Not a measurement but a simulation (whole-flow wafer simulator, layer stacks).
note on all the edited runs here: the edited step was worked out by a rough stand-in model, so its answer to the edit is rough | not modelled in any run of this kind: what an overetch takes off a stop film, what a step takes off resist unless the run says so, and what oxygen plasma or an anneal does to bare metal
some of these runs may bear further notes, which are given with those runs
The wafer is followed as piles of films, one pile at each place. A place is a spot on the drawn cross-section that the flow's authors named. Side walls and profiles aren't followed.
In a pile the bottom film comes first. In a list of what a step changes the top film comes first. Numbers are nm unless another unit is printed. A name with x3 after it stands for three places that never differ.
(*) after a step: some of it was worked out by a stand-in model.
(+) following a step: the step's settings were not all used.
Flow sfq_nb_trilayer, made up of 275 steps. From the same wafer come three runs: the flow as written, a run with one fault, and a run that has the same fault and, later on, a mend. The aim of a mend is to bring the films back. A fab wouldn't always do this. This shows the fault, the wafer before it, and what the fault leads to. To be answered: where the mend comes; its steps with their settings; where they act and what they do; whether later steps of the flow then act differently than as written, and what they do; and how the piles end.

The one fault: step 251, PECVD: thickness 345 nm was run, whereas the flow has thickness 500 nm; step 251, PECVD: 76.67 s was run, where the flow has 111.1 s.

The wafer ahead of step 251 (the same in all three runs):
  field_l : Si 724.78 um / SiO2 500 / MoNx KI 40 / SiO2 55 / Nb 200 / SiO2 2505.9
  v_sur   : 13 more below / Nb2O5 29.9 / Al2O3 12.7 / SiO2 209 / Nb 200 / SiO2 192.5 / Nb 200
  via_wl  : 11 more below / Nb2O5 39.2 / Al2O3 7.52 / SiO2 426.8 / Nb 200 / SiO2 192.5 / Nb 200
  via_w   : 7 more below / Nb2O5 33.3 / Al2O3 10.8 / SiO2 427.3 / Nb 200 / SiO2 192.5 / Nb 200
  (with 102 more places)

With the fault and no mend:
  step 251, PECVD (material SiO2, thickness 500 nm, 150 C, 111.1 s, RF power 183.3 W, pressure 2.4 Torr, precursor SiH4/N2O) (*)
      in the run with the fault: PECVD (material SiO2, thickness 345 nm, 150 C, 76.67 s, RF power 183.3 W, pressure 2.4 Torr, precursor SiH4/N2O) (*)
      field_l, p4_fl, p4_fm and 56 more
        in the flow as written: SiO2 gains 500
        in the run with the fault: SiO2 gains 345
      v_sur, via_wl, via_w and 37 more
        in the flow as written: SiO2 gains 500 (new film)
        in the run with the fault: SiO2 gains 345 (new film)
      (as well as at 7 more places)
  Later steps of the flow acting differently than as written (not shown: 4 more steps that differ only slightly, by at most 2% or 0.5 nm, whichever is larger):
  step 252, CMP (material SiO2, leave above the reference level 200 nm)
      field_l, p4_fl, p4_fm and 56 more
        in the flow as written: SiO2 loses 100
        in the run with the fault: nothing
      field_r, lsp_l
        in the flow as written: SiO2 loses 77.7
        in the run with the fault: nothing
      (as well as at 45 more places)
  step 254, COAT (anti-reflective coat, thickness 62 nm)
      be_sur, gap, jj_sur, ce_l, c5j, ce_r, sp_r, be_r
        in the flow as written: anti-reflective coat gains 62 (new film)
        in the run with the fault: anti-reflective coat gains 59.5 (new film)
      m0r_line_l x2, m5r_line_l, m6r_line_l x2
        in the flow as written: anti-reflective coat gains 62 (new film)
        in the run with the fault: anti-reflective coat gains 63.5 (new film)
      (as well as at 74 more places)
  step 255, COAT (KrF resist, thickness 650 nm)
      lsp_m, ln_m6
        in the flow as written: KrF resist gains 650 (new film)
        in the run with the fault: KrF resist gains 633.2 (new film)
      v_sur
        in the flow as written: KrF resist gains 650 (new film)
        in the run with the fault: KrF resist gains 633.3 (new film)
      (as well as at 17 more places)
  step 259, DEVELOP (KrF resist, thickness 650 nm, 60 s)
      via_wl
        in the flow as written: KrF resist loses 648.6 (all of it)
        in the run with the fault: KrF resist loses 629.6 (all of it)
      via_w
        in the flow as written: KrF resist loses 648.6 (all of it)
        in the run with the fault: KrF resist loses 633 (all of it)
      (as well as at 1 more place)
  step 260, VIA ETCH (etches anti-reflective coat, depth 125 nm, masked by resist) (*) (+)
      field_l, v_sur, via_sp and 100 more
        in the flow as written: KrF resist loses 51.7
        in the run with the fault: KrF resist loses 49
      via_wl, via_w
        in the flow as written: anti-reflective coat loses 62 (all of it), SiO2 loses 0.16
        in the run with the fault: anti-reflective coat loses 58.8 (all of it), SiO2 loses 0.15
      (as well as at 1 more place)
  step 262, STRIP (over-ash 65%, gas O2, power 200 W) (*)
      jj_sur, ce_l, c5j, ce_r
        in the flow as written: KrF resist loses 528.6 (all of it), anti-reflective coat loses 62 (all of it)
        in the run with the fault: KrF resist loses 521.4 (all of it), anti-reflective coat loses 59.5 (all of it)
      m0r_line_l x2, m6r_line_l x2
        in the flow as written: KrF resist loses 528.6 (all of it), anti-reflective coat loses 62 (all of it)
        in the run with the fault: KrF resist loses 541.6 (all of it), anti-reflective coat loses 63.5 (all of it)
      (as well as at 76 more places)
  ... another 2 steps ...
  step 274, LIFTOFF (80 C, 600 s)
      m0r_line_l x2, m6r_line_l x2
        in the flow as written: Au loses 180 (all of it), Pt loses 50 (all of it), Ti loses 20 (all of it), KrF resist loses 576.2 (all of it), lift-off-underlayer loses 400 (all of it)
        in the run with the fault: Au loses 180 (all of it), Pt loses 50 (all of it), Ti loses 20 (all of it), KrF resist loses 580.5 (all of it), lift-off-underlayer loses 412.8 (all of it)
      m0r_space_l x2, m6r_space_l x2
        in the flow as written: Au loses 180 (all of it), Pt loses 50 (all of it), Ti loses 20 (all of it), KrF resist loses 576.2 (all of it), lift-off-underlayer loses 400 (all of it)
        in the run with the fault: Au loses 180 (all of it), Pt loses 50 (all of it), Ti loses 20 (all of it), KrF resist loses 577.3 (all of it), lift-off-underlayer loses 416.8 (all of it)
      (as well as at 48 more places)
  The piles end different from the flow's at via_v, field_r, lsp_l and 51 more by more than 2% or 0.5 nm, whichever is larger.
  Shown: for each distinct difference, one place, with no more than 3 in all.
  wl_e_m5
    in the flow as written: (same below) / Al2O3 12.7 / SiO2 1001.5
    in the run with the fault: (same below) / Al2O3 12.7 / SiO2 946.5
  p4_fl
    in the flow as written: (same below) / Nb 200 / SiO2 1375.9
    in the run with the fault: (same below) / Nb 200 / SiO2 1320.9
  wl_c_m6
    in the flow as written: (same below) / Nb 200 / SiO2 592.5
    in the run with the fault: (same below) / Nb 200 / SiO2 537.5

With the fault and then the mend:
  After step 251 comes the mend.
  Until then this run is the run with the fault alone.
  step 251a, PECVD (material SiO2, thickness 155 nm, 150 C, 34.44 s, RF power 183.3 W, pressure 2.4 Torr, precursor SiH4/N2O) (*) (the flow's step 251, run once more with other settings)
      field_l, v_sur, via_wl and 98 more
        SiO2 gains 155
      field_r, lsp_l
        SiO2 gains 148.9
      l0_sur, l0v
        SiO2 gains 151.6
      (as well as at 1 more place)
  Later steps of the flow acting differently than as written:
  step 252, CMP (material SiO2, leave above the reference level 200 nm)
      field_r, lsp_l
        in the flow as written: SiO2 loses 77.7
        in the run with the mend: SiO2 loses 79.7
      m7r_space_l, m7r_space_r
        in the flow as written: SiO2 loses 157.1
        in the run with the mend: SiO2 loses 100
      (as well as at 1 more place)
  The piles end the same as the flow's at every place that both follow.
